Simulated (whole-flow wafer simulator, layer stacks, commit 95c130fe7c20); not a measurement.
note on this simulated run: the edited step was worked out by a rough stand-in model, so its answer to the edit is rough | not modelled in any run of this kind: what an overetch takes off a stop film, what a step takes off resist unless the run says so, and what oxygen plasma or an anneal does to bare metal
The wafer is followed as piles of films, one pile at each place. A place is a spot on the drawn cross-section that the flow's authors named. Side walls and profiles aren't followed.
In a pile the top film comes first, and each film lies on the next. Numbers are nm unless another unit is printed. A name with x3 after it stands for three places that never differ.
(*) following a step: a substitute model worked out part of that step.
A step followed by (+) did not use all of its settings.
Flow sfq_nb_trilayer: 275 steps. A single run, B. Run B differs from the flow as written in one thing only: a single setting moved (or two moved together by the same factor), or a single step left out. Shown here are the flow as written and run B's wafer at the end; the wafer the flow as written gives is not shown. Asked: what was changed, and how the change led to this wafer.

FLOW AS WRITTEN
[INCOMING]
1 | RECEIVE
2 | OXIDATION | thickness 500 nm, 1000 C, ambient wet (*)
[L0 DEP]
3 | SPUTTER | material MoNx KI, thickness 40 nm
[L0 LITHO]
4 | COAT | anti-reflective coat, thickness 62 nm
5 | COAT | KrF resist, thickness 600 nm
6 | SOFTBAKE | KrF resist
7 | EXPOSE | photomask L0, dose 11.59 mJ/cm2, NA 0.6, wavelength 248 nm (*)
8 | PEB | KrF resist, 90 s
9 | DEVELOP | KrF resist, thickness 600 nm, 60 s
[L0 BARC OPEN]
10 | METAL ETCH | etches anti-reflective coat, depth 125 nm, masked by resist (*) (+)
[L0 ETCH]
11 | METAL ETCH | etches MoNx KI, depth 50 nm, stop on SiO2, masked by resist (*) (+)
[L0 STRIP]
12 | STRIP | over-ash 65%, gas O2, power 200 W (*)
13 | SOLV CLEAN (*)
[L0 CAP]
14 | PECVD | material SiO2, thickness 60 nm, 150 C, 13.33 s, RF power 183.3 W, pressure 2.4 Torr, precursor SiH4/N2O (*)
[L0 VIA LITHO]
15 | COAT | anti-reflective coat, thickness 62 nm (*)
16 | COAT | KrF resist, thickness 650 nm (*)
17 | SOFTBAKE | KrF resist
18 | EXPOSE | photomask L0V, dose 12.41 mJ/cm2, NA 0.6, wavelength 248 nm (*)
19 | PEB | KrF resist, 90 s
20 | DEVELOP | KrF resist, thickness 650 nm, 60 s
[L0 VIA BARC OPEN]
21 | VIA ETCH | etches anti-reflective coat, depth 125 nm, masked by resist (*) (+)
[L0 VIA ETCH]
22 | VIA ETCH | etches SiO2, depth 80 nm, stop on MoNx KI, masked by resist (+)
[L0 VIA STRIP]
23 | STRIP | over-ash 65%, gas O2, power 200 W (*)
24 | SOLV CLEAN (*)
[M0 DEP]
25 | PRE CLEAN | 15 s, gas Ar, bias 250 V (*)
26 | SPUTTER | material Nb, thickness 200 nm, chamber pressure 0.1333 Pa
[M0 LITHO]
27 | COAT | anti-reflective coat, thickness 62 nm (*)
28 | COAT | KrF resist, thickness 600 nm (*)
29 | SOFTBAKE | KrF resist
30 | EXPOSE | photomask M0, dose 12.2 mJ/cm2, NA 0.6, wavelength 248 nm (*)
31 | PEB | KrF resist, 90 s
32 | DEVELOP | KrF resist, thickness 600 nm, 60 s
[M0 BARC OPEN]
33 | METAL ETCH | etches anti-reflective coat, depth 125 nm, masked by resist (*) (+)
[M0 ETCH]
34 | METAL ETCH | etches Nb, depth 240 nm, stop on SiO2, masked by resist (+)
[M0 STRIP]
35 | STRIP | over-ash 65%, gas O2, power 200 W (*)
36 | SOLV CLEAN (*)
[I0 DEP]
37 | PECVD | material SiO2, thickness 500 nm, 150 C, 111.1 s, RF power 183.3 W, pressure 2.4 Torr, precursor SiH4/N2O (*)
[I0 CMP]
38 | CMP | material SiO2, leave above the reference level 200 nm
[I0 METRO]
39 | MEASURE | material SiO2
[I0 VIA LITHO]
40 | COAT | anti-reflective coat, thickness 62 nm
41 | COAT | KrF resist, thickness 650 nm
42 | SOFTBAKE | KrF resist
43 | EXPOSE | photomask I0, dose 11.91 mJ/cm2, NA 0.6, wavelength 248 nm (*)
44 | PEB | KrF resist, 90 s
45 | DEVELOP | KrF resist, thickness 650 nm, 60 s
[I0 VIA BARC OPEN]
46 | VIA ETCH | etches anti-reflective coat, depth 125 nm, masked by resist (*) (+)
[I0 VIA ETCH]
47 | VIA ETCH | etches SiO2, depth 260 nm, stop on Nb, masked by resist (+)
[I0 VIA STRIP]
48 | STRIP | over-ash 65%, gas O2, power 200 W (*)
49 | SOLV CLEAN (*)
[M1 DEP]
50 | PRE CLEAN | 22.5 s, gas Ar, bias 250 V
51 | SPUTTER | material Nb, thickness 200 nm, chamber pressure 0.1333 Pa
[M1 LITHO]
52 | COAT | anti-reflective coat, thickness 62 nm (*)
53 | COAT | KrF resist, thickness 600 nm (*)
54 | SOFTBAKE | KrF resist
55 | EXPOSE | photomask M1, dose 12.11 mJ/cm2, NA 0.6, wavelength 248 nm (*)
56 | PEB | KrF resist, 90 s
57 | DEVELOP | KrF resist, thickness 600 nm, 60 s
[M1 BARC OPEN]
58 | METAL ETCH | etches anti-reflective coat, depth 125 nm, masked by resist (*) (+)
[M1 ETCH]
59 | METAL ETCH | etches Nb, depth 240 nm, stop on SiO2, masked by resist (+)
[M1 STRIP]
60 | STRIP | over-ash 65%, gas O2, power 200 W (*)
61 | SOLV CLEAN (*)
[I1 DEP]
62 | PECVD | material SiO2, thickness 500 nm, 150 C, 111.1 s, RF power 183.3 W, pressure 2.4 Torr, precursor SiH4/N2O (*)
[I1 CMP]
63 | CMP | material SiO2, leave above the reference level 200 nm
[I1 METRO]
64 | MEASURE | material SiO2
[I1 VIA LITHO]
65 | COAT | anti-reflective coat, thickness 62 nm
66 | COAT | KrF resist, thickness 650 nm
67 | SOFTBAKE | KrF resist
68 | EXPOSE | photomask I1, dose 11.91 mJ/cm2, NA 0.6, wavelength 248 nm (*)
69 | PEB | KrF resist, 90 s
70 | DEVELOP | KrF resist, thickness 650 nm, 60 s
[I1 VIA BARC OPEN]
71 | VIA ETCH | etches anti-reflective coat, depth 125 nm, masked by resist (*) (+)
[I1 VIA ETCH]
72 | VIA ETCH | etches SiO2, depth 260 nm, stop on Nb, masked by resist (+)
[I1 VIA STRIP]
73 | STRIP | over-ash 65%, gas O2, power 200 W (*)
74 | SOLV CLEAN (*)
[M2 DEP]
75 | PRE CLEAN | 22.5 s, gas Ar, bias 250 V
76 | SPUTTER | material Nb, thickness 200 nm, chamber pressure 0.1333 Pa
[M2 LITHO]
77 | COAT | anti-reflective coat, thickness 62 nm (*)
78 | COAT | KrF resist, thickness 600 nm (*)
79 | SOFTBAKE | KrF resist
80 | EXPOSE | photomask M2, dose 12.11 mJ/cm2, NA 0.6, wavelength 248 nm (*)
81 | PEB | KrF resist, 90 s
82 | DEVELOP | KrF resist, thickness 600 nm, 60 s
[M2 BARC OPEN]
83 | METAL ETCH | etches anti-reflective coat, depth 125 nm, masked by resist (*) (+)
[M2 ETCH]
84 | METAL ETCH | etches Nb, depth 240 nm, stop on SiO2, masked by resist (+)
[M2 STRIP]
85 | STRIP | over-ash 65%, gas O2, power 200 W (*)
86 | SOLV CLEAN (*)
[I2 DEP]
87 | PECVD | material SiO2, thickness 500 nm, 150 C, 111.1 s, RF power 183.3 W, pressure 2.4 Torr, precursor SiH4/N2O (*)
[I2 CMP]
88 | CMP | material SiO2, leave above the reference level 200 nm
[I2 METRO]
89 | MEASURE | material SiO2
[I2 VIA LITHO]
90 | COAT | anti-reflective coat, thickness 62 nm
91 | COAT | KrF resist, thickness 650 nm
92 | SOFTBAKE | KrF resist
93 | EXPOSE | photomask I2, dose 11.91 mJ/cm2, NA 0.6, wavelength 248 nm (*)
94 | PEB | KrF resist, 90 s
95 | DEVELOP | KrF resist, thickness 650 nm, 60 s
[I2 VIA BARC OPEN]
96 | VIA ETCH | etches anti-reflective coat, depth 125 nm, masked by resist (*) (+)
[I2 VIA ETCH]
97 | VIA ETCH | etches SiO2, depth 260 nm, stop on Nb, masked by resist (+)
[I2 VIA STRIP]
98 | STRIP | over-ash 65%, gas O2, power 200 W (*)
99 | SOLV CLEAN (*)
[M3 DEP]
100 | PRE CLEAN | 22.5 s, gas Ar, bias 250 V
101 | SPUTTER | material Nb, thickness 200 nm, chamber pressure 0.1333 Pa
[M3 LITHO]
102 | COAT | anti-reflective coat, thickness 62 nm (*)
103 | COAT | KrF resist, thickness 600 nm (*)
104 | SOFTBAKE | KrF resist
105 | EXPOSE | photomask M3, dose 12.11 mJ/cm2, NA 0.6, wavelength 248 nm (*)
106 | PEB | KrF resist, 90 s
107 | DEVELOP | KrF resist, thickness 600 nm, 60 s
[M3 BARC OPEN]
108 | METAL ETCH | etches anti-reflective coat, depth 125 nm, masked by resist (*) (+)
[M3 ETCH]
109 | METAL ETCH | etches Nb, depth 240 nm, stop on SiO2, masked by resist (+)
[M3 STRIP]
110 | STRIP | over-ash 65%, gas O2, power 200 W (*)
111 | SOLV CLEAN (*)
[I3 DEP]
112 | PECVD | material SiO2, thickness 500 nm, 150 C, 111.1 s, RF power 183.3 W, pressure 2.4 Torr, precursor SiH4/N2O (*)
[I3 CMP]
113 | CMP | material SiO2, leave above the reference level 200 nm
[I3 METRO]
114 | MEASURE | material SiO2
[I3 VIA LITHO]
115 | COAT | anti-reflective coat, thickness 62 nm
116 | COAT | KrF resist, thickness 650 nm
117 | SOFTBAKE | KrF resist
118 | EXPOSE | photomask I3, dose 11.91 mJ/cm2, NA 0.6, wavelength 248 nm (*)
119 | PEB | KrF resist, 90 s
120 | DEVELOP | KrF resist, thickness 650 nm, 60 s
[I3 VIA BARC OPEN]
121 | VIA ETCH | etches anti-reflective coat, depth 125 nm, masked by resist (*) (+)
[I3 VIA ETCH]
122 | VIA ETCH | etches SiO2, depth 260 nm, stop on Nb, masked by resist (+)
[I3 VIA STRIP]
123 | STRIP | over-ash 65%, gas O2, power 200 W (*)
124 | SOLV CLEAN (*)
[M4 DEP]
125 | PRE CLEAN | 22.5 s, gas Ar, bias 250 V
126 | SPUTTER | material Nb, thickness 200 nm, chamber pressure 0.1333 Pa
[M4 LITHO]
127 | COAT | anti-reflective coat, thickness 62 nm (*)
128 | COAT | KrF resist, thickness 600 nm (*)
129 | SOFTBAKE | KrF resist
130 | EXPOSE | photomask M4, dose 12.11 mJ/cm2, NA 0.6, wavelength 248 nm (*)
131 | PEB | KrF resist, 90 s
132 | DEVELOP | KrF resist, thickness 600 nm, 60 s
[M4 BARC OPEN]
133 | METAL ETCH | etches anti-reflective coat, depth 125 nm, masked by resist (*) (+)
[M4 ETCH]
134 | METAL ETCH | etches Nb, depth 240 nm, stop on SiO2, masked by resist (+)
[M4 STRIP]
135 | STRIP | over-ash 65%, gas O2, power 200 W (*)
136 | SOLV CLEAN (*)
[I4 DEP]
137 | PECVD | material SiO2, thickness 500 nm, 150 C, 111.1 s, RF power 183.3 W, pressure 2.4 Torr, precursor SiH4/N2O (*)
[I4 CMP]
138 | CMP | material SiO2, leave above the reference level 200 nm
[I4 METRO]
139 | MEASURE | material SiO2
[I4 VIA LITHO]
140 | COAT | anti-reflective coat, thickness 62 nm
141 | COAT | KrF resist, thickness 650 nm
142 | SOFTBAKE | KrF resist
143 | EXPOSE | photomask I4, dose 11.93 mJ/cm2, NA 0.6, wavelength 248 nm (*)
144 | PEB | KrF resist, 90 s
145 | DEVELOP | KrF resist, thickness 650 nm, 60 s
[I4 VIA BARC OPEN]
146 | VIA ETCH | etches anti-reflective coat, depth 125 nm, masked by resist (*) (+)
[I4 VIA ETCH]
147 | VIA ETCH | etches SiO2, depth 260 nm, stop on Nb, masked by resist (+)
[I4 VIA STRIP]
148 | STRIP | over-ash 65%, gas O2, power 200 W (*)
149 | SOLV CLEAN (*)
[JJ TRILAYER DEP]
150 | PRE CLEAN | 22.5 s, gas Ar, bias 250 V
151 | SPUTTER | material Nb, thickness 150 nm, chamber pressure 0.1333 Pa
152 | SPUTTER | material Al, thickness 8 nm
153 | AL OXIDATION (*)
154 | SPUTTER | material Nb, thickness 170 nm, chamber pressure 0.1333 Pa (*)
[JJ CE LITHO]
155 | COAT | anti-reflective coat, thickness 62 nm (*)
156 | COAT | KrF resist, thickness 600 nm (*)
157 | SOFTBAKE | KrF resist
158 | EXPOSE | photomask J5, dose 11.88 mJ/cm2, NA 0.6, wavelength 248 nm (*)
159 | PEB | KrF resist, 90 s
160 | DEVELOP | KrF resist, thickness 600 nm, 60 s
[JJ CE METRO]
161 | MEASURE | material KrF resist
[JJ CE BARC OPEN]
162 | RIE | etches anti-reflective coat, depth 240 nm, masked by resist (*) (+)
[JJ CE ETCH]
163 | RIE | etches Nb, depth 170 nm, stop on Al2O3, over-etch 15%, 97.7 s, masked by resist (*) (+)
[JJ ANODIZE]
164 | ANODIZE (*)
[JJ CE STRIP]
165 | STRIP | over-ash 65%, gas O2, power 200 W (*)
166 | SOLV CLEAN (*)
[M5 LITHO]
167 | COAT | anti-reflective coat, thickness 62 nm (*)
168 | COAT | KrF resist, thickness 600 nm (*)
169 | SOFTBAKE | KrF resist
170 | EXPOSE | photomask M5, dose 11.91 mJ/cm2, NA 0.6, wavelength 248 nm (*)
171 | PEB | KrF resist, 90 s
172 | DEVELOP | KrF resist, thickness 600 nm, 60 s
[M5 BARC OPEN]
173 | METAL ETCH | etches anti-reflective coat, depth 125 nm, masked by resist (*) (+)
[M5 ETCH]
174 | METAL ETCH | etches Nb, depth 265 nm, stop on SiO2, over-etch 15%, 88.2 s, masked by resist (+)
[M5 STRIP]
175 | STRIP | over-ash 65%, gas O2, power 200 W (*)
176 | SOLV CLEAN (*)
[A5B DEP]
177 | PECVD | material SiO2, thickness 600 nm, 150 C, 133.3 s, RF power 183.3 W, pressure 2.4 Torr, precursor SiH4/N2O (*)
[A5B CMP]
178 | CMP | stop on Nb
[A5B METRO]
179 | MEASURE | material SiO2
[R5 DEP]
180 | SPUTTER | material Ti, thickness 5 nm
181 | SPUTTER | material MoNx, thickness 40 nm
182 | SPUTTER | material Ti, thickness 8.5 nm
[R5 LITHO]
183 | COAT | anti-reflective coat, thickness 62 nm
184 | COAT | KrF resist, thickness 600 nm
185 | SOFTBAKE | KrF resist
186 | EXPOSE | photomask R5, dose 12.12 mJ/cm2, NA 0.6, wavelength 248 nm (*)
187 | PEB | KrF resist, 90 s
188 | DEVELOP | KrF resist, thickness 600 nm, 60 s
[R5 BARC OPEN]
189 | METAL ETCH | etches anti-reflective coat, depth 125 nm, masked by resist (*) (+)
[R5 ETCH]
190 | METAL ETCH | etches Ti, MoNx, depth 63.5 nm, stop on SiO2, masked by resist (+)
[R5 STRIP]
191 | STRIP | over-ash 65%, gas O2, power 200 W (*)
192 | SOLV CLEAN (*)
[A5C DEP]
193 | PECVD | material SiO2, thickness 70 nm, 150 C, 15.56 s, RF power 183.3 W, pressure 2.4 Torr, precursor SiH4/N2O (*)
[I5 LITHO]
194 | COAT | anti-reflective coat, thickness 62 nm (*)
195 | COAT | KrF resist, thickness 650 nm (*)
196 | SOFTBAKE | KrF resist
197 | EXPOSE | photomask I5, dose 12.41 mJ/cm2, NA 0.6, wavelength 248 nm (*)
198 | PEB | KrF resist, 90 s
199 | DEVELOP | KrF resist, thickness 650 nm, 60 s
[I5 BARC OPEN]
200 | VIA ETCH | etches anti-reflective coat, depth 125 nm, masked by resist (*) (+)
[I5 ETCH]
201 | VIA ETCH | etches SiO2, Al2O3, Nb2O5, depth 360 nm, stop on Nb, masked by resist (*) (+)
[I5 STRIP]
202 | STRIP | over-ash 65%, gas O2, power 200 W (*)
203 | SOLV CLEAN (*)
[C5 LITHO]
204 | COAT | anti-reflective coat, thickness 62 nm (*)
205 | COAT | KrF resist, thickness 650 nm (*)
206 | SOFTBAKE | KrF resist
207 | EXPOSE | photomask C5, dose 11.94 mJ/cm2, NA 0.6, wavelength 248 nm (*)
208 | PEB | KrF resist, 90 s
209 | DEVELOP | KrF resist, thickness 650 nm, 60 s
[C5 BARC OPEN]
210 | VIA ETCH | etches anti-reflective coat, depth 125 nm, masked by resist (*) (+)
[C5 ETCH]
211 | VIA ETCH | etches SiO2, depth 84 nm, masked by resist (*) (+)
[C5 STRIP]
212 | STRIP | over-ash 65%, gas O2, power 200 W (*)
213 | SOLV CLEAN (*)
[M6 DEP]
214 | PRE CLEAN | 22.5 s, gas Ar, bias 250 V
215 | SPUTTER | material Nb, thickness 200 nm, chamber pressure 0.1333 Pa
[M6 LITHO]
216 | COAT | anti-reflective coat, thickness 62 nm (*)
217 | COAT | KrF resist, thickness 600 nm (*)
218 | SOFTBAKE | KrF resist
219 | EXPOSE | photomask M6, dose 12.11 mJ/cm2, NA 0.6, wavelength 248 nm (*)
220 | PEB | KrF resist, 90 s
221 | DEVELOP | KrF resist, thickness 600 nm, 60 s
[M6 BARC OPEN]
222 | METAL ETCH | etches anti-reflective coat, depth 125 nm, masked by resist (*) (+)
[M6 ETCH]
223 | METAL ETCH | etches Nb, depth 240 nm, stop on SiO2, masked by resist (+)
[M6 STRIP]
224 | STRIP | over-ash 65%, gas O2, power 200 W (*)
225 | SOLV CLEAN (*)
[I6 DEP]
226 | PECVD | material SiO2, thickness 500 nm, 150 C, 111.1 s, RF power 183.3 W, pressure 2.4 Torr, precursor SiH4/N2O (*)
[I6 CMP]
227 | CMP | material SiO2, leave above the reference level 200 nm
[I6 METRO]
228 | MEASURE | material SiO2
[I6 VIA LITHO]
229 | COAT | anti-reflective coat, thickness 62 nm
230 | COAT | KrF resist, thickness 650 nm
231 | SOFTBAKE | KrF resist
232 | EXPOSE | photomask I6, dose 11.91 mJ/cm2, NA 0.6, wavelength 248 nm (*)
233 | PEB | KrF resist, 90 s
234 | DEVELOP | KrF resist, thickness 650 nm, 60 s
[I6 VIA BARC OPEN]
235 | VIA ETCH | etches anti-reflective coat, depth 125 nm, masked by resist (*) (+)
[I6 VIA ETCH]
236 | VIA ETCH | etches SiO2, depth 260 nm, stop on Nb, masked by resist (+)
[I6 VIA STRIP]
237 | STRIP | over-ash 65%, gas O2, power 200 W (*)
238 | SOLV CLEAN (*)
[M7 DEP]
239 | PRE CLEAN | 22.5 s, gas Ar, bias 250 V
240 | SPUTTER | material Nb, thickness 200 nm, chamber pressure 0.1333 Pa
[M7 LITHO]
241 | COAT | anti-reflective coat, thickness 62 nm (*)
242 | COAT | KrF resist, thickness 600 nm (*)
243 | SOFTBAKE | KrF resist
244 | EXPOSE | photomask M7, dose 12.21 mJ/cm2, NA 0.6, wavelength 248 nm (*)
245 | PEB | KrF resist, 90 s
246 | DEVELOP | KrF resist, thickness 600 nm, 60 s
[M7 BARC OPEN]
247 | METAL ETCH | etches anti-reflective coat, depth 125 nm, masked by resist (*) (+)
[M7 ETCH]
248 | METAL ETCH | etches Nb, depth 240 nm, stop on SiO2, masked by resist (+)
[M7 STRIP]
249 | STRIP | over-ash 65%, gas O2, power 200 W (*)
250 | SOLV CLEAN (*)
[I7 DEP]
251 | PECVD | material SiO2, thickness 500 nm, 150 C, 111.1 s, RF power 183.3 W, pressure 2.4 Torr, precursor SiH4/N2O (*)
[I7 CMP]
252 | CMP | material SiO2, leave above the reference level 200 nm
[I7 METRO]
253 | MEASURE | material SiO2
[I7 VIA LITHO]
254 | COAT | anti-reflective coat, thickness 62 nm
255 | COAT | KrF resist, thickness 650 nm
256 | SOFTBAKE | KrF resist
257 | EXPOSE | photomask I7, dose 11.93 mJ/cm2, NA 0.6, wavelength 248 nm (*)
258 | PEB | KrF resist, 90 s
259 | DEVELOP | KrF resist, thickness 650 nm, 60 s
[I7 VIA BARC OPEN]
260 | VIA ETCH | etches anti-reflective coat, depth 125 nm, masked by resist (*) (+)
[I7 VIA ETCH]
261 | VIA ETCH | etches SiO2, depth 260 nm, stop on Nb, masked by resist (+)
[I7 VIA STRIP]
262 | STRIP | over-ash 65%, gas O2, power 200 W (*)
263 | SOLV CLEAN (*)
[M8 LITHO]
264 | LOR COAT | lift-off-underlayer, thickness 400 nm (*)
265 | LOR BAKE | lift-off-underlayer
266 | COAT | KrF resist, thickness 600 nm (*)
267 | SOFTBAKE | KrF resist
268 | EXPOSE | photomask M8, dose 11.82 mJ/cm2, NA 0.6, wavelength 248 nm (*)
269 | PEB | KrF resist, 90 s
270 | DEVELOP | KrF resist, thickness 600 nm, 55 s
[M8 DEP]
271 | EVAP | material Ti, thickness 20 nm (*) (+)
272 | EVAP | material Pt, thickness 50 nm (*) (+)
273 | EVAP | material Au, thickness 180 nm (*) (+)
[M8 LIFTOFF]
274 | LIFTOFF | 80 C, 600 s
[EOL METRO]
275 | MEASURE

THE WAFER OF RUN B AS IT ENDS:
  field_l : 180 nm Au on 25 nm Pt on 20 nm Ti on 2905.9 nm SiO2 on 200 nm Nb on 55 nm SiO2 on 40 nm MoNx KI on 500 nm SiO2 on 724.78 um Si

Cause: step 272, EVAP: thickness 25 nm was run, whereas the flow has thickness 50 nm.
One can read it off the wafer: field_l has Pt 25, and step 272 as written asks for 50 nm.

How this came from the change, step by step:
  272 | EVAP | material Pt, thickness 50 nm (*) (+)
      field_l, v_sur, via_wl and 103 more: Pt gains 25 (new film) (it would be, as written: Pt gains 50 (new film))
  274 | LIFTOFF | 80 C, 600 s
      p4_fl, p4_fm, p4_w1 and 71 more: Au loses 180 (all of it), Pt loses 25 (all of it), Ti loses 20 (all of it), KrF resist loses 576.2 (all of it), lift-off-underlayer loses 400 (all of it) (it would be, as written: Au loses 180 (all of it), Pt loses 50 (all of it), Ti loses 20 (all of it), KrF resist loses 576.2 (all of it), lift-off-underlayer loses 400 (all of it))
      c5j, ce_r: Au loses 180 (all of it), Pt loses 25 (all of it), Ti loses 20 (all of it), KrF resist loses 573.3 (all of it), lift-off-underlayer loses 399.3 (all of it) (it would be, as written: Au loses 180 (all of it), Pt loses 50 (all of it), Ti loses 20 (all of it), KrF resist loses 573.3 (all of it), lift-off-underlayer loses 399.3 (all of it))
      (and at 19 other places as well)
